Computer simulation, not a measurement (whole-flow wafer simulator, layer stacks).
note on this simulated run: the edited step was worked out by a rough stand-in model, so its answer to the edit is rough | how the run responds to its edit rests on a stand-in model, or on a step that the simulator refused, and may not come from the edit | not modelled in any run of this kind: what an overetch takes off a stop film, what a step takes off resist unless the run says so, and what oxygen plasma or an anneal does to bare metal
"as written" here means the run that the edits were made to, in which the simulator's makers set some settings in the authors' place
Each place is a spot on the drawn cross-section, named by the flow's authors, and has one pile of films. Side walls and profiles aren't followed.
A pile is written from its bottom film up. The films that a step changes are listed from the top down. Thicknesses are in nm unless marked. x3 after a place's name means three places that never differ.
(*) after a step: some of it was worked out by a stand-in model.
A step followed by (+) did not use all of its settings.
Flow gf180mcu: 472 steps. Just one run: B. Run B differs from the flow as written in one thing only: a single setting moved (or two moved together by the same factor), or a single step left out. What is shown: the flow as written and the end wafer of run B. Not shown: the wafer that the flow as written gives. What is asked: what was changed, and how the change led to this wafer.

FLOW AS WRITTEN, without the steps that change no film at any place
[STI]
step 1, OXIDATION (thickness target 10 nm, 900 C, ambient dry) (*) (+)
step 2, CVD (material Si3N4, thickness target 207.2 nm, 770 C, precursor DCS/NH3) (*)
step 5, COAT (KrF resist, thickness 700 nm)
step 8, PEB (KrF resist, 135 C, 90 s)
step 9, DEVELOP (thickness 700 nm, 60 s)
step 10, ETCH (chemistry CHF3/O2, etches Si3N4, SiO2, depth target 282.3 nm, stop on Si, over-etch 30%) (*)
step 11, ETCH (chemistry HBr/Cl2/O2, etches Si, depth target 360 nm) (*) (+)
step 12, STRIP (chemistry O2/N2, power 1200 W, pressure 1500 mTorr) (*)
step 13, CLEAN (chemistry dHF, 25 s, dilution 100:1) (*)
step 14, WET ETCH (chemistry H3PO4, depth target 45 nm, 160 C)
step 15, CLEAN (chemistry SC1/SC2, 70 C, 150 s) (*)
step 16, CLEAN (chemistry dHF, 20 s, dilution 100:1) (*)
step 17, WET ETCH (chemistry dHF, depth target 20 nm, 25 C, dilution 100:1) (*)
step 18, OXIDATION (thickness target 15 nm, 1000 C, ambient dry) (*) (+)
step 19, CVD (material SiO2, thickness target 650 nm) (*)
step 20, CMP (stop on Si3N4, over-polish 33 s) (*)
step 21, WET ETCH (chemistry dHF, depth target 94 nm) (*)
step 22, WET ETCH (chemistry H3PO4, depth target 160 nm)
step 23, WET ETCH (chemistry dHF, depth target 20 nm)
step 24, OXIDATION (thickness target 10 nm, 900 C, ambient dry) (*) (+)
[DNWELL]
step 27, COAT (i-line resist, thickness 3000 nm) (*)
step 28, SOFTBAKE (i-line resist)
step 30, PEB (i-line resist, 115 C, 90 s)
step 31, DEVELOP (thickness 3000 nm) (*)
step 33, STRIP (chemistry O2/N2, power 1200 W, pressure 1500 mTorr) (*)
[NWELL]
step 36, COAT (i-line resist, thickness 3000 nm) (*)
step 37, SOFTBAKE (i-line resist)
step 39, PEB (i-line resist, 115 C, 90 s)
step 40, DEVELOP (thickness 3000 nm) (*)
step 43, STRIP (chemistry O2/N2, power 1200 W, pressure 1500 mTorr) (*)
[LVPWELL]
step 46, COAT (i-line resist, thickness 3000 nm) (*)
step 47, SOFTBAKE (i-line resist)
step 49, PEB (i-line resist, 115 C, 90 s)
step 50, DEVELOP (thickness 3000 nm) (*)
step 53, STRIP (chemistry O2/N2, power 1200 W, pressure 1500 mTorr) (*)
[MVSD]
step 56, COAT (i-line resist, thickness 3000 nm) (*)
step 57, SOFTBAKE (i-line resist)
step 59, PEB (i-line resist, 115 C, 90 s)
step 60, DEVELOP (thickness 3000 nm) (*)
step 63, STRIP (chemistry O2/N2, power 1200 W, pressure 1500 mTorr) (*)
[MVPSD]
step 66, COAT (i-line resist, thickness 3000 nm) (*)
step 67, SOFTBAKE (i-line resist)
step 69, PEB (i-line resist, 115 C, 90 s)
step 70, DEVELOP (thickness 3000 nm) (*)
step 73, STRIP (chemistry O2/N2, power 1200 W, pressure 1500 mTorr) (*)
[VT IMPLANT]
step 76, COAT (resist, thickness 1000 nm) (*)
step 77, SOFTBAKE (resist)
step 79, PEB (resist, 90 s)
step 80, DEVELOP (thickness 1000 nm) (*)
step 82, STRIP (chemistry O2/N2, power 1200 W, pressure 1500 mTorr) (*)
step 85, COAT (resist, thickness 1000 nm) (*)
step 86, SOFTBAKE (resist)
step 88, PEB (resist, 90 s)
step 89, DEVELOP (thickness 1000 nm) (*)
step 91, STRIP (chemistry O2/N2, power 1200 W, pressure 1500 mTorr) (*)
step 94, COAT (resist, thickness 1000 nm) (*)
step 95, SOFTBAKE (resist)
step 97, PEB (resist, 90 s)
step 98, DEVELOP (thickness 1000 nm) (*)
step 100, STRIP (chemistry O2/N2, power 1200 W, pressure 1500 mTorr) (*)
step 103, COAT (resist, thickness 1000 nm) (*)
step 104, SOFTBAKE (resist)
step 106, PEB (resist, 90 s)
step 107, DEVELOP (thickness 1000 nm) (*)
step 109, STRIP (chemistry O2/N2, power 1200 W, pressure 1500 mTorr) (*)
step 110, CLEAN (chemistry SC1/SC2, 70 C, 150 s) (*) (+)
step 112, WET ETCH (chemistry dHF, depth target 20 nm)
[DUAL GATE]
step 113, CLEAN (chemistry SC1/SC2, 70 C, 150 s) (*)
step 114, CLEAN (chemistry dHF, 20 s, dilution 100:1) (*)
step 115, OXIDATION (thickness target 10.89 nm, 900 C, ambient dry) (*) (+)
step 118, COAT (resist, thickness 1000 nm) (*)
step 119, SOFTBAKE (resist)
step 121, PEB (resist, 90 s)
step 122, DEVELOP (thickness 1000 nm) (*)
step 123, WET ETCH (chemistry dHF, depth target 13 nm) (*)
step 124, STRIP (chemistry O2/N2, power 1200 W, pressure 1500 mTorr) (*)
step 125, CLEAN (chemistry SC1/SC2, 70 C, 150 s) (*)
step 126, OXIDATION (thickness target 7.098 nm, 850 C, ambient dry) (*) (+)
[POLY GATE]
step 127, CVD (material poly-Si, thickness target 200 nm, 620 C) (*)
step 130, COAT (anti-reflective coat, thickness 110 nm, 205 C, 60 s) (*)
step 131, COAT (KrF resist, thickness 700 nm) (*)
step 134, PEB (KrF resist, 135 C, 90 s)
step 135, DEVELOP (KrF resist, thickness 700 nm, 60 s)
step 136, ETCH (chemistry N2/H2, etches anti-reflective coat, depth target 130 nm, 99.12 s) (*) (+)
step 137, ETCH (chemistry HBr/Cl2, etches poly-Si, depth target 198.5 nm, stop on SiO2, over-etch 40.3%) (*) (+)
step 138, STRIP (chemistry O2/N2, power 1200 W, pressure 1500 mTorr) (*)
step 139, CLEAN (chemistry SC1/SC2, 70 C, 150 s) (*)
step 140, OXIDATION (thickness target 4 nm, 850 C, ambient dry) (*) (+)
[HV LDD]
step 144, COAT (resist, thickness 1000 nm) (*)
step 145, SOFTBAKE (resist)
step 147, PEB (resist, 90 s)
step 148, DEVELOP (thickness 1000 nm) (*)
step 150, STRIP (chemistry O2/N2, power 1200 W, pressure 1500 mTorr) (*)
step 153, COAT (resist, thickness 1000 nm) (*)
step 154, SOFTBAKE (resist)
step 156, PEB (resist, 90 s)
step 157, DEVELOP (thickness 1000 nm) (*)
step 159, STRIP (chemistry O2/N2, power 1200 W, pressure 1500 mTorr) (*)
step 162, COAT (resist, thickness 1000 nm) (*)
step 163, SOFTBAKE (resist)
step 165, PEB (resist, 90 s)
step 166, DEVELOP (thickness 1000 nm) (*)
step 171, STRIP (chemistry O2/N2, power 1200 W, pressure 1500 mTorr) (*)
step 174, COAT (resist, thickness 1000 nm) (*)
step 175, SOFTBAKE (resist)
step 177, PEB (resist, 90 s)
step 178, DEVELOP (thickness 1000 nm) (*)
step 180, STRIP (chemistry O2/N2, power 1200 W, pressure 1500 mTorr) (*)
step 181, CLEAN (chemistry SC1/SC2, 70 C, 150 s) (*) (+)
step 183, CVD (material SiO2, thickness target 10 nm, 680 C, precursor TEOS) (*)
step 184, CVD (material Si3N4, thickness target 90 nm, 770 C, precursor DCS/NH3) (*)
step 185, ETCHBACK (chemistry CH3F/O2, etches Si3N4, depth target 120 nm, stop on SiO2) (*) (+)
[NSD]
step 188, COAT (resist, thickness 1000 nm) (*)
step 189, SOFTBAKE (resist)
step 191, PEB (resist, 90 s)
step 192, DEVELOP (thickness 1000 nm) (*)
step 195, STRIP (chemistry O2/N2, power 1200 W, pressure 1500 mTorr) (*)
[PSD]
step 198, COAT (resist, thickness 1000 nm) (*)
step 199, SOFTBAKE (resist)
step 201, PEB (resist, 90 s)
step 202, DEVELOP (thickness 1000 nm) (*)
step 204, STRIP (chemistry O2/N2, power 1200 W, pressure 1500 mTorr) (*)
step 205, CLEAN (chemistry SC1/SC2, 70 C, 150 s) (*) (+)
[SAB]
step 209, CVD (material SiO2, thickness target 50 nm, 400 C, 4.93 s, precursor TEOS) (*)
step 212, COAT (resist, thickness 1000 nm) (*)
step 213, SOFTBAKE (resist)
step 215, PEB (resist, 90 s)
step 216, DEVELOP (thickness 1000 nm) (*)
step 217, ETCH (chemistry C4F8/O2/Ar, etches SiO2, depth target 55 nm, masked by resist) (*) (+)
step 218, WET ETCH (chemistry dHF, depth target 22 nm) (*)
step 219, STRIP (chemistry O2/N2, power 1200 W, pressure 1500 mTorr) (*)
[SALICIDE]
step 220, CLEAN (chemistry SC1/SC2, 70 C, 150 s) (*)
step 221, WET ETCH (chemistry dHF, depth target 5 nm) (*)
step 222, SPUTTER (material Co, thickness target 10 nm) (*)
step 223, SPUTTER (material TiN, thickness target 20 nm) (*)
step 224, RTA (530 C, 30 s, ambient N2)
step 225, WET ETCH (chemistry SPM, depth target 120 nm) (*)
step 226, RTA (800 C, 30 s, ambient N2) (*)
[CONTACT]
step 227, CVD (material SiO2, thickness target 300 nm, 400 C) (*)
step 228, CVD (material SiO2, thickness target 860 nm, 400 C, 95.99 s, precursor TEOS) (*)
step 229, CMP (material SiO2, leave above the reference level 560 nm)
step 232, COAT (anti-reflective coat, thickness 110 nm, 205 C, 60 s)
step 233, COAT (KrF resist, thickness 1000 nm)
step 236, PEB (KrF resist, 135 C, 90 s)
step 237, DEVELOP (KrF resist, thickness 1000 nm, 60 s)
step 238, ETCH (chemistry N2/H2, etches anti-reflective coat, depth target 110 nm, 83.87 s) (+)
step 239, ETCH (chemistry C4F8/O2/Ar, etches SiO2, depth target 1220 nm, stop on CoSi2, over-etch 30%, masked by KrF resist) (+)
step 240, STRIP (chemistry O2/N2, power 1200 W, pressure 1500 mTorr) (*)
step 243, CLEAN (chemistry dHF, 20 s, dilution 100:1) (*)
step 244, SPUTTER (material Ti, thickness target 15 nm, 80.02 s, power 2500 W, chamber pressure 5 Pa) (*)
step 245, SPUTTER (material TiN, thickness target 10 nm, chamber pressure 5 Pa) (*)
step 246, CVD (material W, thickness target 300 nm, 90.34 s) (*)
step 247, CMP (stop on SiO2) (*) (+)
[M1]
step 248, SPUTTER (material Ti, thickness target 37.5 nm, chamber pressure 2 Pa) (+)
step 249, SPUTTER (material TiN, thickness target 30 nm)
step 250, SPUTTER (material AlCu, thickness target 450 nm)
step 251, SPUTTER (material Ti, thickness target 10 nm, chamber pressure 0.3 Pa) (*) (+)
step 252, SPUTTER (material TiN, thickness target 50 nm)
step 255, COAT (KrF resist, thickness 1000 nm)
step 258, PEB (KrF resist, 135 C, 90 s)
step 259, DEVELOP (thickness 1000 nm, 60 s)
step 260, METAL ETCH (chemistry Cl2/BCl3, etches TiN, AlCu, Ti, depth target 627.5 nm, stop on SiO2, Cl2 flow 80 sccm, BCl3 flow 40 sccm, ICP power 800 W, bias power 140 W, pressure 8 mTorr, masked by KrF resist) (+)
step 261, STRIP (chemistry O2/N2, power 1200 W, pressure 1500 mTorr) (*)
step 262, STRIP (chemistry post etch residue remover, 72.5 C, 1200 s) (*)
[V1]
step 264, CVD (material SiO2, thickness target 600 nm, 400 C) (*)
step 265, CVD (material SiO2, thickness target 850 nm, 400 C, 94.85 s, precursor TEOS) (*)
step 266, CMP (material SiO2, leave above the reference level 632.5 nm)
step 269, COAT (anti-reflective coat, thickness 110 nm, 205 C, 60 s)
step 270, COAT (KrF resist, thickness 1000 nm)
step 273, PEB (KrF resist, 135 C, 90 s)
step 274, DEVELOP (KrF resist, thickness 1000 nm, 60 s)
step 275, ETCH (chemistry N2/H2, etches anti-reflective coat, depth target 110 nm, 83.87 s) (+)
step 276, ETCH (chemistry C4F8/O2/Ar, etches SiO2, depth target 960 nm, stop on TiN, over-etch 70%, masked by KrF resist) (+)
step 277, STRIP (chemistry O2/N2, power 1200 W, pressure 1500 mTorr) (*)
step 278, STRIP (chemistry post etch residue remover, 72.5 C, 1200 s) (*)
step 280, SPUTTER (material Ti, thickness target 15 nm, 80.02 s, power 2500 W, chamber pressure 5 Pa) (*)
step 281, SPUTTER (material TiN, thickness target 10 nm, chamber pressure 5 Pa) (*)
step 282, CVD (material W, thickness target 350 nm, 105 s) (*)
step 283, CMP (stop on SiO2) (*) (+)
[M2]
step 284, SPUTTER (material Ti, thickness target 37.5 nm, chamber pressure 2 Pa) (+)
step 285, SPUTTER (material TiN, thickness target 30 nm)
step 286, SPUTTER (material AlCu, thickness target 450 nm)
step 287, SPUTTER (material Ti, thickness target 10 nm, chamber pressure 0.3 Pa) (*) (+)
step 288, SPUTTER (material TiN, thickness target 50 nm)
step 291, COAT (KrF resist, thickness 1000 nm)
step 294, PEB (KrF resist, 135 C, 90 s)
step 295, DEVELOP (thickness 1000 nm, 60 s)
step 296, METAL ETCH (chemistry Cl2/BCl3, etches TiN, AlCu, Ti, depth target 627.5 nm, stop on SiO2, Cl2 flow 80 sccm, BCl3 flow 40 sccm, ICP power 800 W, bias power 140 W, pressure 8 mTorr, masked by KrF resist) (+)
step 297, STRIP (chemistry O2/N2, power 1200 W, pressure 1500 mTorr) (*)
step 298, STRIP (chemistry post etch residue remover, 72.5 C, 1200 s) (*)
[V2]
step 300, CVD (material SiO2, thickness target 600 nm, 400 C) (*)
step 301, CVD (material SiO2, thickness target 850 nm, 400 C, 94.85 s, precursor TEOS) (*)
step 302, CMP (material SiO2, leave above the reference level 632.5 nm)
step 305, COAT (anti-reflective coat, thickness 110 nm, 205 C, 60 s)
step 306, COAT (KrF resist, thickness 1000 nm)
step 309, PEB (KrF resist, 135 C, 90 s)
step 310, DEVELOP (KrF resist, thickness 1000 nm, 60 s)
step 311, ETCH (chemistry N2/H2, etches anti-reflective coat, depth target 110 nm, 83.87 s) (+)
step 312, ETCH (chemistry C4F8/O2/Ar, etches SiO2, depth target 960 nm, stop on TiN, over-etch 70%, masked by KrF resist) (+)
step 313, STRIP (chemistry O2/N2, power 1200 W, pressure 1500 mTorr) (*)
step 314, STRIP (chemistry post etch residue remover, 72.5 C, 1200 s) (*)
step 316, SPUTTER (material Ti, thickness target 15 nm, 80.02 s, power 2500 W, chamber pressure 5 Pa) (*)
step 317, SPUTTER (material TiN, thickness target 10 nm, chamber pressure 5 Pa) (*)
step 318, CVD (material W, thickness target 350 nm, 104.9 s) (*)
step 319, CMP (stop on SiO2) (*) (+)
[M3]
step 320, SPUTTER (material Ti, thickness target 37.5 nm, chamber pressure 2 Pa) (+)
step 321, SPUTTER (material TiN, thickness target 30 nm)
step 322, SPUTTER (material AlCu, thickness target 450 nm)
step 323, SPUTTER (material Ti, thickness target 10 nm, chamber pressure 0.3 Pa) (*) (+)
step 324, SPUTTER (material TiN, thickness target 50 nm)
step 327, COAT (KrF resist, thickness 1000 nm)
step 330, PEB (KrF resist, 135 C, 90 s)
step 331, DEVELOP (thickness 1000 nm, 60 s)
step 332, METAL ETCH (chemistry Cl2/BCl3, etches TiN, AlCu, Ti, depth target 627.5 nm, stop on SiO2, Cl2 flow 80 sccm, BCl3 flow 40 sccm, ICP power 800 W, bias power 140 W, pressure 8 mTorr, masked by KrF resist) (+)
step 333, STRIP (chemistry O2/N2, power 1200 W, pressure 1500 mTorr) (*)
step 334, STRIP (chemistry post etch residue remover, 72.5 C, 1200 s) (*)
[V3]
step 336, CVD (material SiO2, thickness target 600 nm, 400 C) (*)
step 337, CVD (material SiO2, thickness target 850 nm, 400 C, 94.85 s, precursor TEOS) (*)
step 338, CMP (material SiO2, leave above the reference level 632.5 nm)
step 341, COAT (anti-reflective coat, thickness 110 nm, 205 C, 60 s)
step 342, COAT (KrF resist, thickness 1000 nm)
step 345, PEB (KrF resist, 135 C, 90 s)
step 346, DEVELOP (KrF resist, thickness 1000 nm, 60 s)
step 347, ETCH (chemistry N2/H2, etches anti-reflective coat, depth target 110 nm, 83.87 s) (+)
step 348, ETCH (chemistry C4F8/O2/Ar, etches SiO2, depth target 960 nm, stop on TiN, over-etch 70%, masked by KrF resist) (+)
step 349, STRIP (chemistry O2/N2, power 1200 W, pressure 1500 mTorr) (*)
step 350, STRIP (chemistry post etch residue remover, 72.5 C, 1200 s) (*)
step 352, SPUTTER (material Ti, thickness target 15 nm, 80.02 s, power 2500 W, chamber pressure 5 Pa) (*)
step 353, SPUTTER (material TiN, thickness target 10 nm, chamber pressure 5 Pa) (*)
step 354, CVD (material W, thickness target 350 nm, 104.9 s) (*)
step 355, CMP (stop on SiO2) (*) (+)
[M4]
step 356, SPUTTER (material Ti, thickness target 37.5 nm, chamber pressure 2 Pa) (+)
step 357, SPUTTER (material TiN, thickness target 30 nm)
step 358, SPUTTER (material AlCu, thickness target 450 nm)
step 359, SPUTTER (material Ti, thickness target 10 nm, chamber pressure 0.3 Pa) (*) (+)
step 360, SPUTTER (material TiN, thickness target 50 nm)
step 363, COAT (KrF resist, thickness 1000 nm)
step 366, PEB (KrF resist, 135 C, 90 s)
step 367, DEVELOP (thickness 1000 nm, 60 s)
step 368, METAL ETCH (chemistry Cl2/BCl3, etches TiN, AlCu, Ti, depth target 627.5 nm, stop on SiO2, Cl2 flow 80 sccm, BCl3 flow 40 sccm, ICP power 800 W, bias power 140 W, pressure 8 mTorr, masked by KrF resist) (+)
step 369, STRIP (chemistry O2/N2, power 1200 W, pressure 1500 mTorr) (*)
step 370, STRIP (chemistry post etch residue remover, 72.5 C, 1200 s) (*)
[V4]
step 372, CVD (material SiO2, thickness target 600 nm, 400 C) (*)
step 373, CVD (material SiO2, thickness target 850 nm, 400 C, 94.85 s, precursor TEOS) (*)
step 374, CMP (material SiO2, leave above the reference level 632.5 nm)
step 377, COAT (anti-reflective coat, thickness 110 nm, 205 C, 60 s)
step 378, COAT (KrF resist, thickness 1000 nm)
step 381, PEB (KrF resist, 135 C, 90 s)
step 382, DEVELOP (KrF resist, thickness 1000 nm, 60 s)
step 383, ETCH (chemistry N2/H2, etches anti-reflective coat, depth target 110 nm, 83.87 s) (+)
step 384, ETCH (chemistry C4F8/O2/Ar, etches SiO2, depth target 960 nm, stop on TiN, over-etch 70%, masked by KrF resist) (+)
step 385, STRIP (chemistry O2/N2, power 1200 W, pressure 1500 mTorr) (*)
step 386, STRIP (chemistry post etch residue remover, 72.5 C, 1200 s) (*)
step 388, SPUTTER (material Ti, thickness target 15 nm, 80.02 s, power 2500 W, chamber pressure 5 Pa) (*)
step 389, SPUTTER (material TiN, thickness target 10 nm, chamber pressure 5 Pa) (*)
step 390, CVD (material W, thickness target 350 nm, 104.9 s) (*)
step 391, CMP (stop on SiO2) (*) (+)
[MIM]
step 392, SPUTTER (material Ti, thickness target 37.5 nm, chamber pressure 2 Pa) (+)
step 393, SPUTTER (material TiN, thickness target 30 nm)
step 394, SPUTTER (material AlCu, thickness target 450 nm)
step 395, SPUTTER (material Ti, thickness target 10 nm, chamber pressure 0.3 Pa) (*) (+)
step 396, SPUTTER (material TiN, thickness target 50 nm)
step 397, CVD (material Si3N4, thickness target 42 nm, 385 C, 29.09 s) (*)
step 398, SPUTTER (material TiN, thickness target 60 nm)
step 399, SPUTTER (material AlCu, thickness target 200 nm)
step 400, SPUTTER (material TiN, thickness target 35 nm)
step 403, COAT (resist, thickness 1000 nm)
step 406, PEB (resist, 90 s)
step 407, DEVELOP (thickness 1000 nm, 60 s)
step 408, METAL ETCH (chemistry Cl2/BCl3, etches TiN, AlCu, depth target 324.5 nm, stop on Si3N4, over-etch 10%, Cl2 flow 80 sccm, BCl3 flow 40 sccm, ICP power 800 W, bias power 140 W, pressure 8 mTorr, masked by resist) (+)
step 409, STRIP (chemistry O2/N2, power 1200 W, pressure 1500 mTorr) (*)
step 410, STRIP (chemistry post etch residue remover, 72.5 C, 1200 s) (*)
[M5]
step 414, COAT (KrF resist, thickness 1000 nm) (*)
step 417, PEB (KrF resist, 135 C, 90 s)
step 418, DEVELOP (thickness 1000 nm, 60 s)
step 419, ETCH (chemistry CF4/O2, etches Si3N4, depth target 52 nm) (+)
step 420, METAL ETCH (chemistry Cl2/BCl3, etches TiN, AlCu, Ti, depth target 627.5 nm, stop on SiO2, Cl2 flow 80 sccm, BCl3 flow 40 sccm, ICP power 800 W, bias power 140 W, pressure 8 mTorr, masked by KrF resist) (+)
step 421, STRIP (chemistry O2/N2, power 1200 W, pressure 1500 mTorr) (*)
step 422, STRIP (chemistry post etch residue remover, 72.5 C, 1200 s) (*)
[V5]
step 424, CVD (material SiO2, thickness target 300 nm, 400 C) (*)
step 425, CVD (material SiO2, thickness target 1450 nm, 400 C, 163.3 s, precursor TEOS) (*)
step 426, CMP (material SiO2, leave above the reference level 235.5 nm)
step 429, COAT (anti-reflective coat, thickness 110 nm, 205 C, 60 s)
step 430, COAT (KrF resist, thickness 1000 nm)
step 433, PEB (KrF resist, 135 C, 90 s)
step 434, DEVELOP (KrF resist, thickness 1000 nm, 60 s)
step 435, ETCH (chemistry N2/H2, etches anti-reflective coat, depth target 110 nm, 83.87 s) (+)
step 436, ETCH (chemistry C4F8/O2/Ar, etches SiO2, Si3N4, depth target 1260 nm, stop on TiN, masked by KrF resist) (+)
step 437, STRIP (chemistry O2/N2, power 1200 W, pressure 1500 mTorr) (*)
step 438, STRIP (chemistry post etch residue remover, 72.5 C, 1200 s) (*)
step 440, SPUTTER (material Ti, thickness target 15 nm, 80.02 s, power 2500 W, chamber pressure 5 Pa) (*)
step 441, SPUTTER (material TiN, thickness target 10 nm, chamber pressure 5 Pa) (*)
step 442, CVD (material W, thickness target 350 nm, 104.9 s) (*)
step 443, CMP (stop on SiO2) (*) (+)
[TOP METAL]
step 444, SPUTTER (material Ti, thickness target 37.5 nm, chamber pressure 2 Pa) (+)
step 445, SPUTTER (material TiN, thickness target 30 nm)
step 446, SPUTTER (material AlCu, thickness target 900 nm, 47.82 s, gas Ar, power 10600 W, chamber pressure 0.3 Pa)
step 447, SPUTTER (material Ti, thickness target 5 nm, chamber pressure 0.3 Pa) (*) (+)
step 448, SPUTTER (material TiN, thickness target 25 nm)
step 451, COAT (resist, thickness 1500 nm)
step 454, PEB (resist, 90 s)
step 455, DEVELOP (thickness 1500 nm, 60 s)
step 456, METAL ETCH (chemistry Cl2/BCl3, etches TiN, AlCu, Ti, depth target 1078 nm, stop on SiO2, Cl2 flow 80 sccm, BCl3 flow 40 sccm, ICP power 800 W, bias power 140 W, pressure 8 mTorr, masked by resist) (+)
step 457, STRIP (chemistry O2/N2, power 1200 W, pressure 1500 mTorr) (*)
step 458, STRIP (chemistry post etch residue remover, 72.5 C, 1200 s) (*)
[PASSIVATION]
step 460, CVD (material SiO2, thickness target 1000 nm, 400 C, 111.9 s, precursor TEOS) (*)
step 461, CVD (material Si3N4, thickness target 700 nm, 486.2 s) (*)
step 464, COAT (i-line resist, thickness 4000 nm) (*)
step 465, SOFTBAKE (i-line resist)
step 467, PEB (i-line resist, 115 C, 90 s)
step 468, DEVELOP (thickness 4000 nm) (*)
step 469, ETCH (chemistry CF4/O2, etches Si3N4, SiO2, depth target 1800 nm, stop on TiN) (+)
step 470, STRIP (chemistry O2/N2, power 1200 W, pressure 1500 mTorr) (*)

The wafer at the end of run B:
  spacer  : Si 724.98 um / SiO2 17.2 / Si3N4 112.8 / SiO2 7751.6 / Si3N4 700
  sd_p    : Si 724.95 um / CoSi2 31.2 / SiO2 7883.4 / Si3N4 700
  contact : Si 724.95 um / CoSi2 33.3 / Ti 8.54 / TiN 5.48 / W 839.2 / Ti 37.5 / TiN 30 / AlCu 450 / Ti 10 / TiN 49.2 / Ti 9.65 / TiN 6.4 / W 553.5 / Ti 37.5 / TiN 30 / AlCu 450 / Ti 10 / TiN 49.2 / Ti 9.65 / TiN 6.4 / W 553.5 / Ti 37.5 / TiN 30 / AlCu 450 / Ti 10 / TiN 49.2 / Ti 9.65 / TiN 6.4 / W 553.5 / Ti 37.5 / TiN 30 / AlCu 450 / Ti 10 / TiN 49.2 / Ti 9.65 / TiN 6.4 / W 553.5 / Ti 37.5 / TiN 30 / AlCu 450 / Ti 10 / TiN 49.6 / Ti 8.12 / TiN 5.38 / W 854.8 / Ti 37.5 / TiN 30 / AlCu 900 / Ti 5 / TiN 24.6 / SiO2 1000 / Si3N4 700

What caused this: step 184, CVD: thickness target 117 nm was run, though the flow has thickness target 90 nm.

How this came from the change, step by step:
  step 184, CVD (material Si3N4, thickness target 90 nm, 770 C, precursor DCS/NH3) (*)
      field, field__w1, field__w2 and 101 more: +117 Si3N4 (new film) (in the flow as written it would be: +90 Si3N4 (new film))
  step 185, ETCHBACK (chemistry CH3F/O2, etches Si3N4, depth target 120 nm, stop on SiO2) (*) (+)
      field, field__w1, field__w2 and 100 more: -117 Si3N4 (all of it), -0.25 SiO2 (in the flow as written it would be: -90 Si3N4 (all of it), -2.5 SiO2)
  step 188, COAT (resist, thickness 1000 nm) (*)
      spacer: +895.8 resist (new film) (in the flow as written it would be: +920.3 resist (new film))
  step 189, SOFTBAKE (resist)
      field__w9: -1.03 resist (in the flow as written it would be: +1.85 resist)
      nw_enc_fld_lv__w3: -0.59 resist (in the flow as written it would be: +0.35 resist)
      (also at 1 further place)
  step 191, PEB (resist, 90 s)
      spacer: -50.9 resist (in the flow as written it would be: -52.3 resist)
  step 192, DEVELOP (thickness 1000 nm) (*)
      spacer: -845 resist (all of it) (in the flow as written it would be: -868 resist (all of it))
  step 198, COAT (resist, thickness 1000 nm) (*)
      spacer: +895.8 resist (new film) (in the flow as written it would be: +920.3 resist (new film))
  step 199, SOFTBAKE (resist)
      field__w9: -1.03 resist (in the flow as written it would be: +1.85 resist)
      nw_enc_fld_lv__w3: -0.59 resist (in the flow as written it would be: +0.35 resist)
      (also at 1 further place)
  step 201, PEB (resist, 90 s)
      spacer: -50.9 resist (in the flow as written it would be: -52.3 resist)
  step 204, STRIP (chemistry O2/N2, power 1200 W, pressure 1500 mTorr) (*)
      spacer: -845 resist (all of it) (in the flow as written it would be: -868 resist (all of it))
  step 209, CVD (material SiO2, thickness target 50 nm, 400 C, 4.93 s, precursor TEOS) (*)
      ld_drift_p: +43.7 SiO2 (in the flow as written it would be: +46.7 SiO2)
      ld_drn_p: +43 SiO2 (in the flow as written it would be: +46 SiO2)
  step 212, COAT (resist, thickness 1000 nm) (*)
      spacer: +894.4 resist (new film) (in the flow as written it would be: +919.2 resist (new film))
  step 213, SOFTBAKE (resist)
      field_sub__w2: +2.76 resist (in the flow as written it would be: +0.91 resist)
  step 215, PEB (resist, 90 s)
      spacer: -50.8 resist (in the flow as written it would be: -52.3 resist)
  step 216, DEVELOP (thickness 1000 nm) (*)
      spacer: -843.7 resist (all of it) (in the flow as written it would be: -866.9 resist (all of it))
  step 218, WET ETCH (chemistry dHF, depth target 22 nm) (*)
      gate, gate_hv, gate_p and 23 more: -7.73 SiO2 (all of it) (in the flow as written it would be: -5.48 SiO2 (all of it))
      active, p_well, sd_n, iso_ptap_pw, iso_ntap_nw, iso_ptap_sub, vpnp_e: -11.3 SiO2 (all of it) (in the flow as written it would be: -9.01 SiO2 (all of it))
      (also at 16 further places)
  ... 5 other steps ...
  step 229, CMP (material SiO2, leave above the reference level 560 nm)
      spacer: -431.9 SiO2 (in the flow as written it would be: -404.9 SiO2)
